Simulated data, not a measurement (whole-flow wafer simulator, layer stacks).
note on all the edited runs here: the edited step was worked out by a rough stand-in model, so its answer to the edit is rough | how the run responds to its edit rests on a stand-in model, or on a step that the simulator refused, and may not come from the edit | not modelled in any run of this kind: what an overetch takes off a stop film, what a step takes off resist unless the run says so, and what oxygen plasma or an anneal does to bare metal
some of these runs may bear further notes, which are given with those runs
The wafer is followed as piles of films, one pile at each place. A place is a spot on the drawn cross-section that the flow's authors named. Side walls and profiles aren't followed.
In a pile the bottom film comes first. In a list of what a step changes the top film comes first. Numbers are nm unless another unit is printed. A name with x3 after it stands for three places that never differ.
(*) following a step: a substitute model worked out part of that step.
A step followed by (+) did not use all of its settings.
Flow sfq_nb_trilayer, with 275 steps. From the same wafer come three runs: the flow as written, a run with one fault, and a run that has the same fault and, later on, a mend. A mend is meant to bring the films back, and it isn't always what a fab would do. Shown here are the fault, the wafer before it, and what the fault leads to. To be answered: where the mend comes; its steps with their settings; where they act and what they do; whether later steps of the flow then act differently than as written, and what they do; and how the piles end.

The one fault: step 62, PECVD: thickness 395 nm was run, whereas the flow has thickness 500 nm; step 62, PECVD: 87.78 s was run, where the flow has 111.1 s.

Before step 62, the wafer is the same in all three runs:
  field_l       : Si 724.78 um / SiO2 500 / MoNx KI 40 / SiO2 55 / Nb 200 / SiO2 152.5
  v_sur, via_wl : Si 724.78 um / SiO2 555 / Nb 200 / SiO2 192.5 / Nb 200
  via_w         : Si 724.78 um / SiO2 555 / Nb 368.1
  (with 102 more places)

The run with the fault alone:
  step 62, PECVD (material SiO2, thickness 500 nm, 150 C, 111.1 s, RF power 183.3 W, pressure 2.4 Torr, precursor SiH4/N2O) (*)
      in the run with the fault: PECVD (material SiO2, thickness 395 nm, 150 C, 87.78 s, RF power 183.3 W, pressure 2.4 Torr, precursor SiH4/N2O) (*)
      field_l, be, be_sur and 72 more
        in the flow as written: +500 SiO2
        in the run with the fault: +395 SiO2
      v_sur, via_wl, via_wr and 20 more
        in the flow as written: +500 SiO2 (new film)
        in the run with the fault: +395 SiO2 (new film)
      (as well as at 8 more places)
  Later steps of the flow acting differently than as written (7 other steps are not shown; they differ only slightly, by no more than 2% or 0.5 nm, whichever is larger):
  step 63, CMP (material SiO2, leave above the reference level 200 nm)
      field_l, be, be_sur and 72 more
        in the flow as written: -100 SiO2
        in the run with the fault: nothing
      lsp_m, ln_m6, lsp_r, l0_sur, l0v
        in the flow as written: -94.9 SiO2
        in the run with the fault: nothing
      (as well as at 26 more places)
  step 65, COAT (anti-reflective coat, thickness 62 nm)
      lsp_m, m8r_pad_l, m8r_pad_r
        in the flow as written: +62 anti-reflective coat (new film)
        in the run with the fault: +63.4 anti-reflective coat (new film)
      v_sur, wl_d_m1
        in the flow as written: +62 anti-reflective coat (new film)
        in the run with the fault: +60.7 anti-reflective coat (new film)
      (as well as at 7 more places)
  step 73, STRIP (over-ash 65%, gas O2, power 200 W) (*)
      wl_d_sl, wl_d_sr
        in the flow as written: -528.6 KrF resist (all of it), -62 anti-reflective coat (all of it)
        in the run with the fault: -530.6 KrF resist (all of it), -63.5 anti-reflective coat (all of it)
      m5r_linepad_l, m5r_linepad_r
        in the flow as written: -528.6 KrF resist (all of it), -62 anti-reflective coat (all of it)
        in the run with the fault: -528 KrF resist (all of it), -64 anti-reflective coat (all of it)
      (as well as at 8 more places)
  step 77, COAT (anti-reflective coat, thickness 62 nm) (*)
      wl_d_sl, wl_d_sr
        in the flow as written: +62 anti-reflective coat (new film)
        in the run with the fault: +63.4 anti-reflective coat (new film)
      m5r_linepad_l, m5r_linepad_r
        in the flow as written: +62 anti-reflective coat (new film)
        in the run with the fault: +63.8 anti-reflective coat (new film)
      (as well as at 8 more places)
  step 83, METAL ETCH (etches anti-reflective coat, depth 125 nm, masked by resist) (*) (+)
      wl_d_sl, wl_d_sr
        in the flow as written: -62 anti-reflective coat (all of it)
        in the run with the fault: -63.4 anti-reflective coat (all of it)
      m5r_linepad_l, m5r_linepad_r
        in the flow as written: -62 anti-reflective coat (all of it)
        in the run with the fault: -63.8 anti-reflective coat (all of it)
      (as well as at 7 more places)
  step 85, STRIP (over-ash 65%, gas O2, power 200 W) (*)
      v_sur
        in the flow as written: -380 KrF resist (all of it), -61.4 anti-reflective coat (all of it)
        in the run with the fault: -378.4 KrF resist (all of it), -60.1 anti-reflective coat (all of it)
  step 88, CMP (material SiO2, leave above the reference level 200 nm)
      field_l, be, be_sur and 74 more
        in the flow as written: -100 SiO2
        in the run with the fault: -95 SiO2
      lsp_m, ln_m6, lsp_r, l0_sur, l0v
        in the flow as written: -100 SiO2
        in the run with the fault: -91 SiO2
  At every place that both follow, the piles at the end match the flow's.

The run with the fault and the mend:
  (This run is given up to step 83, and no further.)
  The mend stands after step 62.
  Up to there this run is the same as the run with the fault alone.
  step 62a, PECVD (material SiO2, thickness 105 nm, 150 C, 23.33 s, RF power 183.3 W, pressure 2.4 Torr, precursor SiH4/N2O) (*) (the flow's step 62, run once more with other settings)
      field_l, v_sur, via_wl and 102 more
        +105 SiO2
      via_w
        +100.7 SiO2
  Later steps of the flow acting differently than as written:
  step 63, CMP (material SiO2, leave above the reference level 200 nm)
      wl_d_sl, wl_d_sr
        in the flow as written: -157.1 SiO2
        in the run with the mend: -100 SiO2
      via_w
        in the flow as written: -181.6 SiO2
        in the run with the mend: -140.2 SiO2
  At every place that both follow, the piles after step 83 match the flow's.
